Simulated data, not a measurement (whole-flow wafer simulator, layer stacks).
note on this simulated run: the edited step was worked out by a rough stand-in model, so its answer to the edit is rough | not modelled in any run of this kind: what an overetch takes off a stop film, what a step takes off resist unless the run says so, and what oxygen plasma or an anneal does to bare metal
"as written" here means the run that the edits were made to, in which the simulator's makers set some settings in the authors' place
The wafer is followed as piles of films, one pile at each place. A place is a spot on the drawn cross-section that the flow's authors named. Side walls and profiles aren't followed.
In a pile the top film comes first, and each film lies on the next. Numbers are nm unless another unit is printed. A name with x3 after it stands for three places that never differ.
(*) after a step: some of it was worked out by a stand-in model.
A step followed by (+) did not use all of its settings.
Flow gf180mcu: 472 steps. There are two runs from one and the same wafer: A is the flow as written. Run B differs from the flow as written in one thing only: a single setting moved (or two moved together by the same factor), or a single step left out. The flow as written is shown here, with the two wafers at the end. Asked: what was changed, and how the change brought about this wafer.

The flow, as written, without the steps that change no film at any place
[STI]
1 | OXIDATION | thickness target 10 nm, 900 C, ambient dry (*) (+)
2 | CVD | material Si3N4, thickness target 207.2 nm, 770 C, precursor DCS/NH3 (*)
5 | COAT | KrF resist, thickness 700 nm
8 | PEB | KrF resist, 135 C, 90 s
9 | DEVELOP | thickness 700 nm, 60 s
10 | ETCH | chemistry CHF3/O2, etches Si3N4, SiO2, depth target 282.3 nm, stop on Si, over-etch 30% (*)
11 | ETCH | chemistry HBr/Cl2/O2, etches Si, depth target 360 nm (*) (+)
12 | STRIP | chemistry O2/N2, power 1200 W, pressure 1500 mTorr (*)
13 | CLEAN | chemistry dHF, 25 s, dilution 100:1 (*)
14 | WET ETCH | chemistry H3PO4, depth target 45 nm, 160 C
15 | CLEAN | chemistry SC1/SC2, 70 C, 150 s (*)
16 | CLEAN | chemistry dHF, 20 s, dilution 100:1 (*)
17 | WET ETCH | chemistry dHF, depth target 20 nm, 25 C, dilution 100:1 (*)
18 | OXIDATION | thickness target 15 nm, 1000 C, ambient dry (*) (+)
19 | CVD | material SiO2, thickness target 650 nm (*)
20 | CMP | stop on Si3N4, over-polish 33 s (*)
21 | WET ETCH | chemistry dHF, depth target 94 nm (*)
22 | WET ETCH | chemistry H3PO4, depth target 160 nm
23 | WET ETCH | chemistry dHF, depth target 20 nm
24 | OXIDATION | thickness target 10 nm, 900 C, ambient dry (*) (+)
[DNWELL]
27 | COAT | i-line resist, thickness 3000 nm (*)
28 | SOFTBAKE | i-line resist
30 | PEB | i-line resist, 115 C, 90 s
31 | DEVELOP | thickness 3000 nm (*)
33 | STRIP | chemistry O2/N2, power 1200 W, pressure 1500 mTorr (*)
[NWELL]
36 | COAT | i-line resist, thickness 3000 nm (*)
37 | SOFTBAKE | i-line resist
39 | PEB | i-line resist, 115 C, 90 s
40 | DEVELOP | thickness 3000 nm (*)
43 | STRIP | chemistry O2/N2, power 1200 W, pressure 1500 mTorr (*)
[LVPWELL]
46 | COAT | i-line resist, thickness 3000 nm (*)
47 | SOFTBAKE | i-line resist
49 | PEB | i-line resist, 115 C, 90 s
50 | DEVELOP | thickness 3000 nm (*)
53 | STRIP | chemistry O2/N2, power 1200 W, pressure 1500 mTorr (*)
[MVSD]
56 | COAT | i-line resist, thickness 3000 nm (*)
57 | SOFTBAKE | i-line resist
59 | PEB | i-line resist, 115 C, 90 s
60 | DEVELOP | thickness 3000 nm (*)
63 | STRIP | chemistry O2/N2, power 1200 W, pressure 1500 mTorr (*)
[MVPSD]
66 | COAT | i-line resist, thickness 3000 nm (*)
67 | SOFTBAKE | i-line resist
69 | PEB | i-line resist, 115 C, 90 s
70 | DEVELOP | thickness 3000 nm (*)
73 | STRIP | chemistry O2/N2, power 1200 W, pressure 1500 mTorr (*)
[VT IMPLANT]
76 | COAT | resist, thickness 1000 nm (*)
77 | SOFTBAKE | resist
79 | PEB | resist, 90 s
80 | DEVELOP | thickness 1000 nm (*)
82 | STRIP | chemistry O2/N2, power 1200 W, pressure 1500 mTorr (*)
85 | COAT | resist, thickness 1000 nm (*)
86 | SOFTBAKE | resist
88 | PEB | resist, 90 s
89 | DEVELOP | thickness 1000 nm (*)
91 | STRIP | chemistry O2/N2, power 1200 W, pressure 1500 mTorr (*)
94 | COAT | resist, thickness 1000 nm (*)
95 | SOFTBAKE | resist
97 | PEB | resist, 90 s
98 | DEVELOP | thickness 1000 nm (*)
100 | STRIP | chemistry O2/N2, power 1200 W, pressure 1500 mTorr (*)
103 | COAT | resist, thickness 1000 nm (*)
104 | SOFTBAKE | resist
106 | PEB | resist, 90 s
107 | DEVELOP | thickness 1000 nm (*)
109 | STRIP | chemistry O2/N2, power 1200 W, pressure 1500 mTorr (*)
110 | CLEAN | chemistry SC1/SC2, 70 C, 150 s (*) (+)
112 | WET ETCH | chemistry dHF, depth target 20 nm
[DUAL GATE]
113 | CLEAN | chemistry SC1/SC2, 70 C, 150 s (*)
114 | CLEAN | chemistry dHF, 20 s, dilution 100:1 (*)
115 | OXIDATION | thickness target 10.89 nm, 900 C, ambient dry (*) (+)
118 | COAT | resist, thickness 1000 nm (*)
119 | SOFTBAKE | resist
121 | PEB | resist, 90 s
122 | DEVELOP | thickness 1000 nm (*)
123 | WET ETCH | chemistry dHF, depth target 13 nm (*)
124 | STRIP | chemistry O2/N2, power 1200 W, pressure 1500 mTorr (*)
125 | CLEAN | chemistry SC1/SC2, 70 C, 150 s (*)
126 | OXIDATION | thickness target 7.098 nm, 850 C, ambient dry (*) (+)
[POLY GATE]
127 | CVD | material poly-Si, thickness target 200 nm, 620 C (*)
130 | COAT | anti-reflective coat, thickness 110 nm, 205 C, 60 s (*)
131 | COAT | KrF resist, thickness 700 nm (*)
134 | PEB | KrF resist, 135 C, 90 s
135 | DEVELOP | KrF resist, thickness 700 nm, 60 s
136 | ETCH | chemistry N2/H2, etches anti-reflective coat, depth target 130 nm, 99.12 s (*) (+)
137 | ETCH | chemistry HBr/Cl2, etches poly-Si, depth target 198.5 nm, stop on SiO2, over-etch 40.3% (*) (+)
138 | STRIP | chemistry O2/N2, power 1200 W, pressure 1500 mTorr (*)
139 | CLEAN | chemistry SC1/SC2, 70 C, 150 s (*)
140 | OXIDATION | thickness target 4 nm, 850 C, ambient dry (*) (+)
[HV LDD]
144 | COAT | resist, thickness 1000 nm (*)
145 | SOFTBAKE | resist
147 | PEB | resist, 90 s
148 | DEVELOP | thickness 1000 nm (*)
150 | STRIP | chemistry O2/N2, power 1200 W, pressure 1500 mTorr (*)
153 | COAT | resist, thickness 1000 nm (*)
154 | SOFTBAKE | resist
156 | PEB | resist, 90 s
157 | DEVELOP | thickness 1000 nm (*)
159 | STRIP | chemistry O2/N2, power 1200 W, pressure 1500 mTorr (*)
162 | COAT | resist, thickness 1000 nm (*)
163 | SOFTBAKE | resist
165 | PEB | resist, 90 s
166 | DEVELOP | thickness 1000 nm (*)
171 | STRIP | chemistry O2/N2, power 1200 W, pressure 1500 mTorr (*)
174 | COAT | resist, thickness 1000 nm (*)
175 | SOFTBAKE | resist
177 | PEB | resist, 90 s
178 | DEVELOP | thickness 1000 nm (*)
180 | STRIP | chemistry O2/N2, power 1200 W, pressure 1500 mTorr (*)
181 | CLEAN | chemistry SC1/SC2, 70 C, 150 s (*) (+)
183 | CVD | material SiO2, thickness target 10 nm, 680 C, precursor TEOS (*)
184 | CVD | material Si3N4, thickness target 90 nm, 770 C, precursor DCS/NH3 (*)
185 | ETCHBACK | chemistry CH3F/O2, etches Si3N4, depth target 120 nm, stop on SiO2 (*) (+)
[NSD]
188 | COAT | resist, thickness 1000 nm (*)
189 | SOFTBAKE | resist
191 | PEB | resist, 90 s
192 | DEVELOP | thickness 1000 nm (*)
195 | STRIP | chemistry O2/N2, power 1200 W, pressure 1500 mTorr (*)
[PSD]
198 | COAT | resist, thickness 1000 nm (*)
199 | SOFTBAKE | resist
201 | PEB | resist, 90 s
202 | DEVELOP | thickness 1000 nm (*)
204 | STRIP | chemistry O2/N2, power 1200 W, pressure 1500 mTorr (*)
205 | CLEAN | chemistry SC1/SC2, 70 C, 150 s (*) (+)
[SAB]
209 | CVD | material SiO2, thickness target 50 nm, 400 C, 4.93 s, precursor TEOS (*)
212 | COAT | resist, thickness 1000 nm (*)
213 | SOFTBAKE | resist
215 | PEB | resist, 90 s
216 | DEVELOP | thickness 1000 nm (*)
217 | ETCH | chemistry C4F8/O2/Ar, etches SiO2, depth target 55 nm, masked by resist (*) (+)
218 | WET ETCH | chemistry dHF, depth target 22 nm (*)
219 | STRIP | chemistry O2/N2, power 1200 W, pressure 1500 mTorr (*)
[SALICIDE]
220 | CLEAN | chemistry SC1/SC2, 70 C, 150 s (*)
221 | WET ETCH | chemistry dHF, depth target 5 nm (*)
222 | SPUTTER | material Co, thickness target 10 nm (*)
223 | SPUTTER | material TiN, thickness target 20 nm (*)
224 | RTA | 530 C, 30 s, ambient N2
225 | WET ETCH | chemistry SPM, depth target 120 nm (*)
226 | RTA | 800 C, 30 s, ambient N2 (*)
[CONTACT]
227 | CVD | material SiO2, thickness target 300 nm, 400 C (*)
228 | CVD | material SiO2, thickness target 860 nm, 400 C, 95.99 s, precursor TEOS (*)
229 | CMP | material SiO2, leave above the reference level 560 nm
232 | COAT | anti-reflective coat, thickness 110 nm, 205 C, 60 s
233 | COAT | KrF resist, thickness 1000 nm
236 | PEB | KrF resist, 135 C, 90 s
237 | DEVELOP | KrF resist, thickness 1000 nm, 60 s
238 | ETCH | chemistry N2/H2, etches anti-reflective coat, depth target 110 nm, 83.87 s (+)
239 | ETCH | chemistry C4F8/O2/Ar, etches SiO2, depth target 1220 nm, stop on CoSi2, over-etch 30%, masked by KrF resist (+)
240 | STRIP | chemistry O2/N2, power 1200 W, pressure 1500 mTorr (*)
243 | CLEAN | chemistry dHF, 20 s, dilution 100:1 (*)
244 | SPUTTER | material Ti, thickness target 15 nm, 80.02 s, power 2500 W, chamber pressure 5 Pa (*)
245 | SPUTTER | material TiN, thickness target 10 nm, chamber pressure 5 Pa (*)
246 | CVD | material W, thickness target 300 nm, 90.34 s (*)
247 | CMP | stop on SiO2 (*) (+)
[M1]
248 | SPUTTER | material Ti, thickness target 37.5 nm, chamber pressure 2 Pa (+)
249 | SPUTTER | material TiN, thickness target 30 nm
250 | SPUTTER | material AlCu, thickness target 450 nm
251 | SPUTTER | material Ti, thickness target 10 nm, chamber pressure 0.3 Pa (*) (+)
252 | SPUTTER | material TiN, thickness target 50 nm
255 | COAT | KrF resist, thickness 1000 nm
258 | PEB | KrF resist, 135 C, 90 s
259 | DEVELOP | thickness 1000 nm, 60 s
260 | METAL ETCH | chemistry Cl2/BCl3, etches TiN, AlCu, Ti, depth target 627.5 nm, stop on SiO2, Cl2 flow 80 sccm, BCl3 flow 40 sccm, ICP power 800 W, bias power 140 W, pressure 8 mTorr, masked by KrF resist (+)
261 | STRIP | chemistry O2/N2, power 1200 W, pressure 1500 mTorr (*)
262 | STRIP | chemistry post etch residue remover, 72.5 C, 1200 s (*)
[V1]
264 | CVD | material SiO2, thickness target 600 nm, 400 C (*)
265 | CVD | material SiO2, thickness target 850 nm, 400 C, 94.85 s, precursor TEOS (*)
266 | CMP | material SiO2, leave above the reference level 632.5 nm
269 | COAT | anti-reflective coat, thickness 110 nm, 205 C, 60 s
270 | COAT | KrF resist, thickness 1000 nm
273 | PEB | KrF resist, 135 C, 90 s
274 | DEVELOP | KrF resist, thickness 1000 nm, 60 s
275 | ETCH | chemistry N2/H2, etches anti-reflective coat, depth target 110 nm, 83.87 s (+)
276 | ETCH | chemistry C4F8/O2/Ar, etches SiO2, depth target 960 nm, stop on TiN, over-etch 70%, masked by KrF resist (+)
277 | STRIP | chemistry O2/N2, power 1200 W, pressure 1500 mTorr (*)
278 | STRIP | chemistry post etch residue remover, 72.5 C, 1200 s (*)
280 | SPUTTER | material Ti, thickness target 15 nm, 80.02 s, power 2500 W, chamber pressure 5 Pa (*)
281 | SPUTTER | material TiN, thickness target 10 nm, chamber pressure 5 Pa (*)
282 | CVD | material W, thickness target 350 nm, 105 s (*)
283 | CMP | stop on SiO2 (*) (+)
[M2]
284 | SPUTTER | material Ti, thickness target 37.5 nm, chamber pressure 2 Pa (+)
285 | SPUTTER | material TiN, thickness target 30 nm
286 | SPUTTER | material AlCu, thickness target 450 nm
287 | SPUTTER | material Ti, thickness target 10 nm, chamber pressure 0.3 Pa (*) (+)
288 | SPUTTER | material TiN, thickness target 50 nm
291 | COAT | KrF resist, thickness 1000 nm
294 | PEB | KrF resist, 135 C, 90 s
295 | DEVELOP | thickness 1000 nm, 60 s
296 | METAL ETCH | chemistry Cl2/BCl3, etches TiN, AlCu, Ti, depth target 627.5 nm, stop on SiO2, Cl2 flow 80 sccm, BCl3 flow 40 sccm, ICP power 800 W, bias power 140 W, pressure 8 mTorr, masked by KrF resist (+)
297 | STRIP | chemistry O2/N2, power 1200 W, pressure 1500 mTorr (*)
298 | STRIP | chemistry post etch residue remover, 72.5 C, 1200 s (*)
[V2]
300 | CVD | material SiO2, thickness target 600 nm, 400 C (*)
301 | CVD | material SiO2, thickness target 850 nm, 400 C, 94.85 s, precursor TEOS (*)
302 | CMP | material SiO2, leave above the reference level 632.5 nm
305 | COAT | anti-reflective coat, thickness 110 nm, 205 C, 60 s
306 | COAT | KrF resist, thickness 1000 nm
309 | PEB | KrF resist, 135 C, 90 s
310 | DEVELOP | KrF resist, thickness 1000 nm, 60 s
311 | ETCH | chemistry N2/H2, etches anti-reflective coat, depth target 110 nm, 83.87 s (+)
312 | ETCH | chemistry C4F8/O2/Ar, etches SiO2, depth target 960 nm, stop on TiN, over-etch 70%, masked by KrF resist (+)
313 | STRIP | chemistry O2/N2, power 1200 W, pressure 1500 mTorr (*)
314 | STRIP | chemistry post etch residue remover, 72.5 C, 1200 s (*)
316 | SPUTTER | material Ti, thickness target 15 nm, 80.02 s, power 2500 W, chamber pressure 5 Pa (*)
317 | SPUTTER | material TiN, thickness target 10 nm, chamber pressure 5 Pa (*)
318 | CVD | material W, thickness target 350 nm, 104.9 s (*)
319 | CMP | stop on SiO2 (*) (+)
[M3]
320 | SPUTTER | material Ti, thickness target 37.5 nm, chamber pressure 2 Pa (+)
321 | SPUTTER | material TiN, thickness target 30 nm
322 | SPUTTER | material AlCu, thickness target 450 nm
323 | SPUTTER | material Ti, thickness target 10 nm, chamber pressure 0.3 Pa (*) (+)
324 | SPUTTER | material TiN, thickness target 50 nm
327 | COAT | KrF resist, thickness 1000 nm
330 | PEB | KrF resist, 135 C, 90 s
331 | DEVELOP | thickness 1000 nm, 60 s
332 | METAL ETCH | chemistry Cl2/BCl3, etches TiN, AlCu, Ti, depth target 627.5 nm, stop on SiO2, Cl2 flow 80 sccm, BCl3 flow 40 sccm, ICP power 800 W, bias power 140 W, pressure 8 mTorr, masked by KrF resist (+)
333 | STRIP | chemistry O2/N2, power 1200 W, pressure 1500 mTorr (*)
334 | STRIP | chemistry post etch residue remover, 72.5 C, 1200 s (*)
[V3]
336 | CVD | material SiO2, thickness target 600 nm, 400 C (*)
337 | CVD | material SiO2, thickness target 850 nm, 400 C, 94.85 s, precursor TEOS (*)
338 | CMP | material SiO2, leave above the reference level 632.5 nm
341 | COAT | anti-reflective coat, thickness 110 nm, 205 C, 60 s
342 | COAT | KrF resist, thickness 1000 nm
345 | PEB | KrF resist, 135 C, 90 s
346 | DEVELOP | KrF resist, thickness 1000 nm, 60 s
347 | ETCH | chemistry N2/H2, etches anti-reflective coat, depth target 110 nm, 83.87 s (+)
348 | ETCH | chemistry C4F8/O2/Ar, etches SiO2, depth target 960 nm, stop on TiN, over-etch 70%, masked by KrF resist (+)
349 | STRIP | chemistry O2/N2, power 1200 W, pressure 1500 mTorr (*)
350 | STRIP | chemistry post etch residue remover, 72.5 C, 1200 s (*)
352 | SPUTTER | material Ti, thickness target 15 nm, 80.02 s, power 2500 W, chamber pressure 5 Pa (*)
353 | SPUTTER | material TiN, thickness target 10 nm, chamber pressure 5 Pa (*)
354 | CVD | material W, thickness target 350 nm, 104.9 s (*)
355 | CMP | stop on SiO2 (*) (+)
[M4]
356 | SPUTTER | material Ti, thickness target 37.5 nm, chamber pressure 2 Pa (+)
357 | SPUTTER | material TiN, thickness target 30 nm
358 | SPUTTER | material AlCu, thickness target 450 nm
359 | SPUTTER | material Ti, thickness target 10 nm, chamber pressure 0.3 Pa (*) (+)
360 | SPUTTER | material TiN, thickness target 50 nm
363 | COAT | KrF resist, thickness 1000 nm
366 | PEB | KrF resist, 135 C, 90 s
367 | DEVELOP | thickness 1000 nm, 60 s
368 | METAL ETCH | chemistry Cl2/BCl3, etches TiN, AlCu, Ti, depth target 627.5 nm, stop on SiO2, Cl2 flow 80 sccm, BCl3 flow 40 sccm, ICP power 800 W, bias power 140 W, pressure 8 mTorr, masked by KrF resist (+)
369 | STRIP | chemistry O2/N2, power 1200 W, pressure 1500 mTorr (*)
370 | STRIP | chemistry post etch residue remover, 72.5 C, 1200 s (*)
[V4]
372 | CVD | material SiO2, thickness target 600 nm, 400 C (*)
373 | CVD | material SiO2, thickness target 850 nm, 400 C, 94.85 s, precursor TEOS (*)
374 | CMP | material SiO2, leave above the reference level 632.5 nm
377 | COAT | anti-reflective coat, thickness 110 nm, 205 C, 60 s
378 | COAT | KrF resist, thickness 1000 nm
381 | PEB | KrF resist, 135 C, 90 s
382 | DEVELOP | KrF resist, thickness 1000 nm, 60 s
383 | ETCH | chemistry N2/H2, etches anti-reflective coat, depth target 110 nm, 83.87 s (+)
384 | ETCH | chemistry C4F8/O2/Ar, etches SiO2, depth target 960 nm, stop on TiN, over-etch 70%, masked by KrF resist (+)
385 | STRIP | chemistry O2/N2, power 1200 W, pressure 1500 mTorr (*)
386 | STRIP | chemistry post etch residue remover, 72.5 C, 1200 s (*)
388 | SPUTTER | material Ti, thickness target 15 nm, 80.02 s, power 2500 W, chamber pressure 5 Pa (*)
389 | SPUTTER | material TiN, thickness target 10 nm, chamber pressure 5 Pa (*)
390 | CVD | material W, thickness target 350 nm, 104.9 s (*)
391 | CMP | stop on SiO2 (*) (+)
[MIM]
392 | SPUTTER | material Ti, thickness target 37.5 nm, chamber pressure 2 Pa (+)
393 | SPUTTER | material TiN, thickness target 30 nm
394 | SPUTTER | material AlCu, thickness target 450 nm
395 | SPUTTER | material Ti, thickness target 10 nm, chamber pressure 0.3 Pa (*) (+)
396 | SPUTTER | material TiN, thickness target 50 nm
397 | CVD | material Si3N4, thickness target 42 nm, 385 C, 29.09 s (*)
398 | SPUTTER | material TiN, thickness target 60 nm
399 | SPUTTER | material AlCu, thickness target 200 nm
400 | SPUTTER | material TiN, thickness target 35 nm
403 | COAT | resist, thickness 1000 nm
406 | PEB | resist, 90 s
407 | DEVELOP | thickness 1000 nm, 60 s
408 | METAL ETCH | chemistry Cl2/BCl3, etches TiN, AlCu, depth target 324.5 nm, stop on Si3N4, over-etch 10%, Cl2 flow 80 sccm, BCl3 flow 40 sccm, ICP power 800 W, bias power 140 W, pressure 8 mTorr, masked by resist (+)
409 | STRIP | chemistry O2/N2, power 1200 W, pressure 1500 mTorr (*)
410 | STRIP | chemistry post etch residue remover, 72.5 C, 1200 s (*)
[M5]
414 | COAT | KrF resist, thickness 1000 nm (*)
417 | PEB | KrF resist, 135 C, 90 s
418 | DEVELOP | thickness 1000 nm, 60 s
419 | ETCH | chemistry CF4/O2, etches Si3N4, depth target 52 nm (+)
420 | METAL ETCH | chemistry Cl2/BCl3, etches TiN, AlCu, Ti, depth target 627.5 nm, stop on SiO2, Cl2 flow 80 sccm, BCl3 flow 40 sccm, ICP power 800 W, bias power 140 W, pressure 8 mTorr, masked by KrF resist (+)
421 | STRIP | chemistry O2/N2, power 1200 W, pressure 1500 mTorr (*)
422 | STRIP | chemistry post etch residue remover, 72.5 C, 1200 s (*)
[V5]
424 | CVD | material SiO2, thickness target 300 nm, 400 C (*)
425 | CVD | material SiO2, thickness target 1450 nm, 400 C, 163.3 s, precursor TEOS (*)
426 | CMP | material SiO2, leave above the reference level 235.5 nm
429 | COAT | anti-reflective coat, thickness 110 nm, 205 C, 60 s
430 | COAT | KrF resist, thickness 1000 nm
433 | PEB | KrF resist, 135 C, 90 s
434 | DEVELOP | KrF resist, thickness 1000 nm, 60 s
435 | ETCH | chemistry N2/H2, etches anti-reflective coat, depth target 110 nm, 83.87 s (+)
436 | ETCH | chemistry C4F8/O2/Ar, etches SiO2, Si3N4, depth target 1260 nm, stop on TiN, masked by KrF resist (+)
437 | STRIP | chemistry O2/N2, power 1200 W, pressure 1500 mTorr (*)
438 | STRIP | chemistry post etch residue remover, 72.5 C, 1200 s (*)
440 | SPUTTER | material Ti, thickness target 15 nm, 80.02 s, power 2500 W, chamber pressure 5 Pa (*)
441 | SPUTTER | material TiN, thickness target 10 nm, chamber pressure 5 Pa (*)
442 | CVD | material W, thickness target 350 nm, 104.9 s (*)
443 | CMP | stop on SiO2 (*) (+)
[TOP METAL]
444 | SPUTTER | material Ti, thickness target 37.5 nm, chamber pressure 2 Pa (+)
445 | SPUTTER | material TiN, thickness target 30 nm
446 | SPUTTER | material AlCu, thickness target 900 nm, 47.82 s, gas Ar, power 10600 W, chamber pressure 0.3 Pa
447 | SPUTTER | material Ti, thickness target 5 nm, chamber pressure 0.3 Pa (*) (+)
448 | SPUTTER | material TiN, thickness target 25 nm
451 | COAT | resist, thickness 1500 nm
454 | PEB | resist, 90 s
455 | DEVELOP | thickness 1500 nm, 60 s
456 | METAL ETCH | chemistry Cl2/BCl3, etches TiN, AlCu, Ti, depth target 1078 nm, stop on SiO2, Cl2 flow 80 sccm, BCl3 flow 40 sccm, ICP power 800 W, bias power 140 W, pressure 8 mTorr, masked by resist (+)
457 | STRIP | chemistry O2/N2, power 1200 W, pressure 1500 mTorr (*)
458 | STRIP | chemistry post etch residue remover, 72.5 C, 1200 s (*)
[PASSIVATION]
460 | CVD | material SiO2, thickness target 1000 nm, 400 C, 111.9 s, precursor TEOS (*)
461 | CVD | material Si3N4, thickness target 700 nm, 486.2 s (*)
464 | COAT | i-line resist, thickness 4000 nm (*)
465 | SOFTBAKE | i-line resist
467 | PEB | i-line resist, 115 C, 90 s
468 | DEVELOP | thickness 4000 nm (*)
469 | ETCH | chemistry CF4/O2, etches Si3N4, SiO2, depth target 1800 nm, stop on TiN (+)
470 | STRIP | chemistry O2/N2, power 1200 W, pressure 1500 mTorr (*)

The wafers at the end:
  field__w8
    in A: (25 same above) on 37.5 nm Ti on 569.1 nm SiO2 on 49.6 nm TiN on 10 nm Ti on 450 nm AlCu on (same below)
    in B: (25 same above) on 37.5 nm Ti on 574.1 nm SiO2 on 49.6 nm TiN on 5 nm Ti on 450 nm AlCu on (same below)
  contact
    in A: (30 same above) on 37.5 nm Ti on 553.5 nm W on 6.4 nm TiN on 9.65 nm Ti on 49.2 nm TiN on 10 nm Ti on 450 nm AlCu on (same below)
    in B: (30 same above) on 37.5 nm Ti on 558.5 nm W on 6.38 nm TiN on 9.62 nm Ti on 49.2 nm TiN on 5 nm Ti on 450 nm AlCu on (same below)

Cause: step 287, SPUTTER: thickness target 5 nm was run, whereas the flow has thickness target 10 nm.
The wafer itself shows it: field__w8 has Ti 5, and step 287 as written asks for 10 nm.

Step by step, how the change led to this:
  287 | SPUTTER | material Ti, thickness target 10 nm, chamber pressure 0.3 Pa (*) (+)
      field, field__w1, field__w2 and 108 more: A Ti gains 10 (new film) | B Ti gains 5 (new film)
  296 | METAL ETCH | chemistry Cl2/BCl3, etches TiN, AlCu, Ti, depth target 627.5 nm, stop on SiO2, Cl2 flow 80 sccm, BCl3 flow 40 sccm, ICP power 800 W, bias power 140 W, pressure 8 mTorr, masked by KrF resist (+)
      field, field__w1, field__w2 and 103 more: A TiN loses 50 (all of it), Ti loses 10 (all of it), AlCu loses 450 (all of it), TiN loses 30 (all of it), Ti loses 37.5 (all of it) | B TiN loses 50 (all of it), Ti loses 5 (all of it), AlCu loses 450 (all of it), TiN loses 30 (all of it), Ti loses 37.5 (all of it)
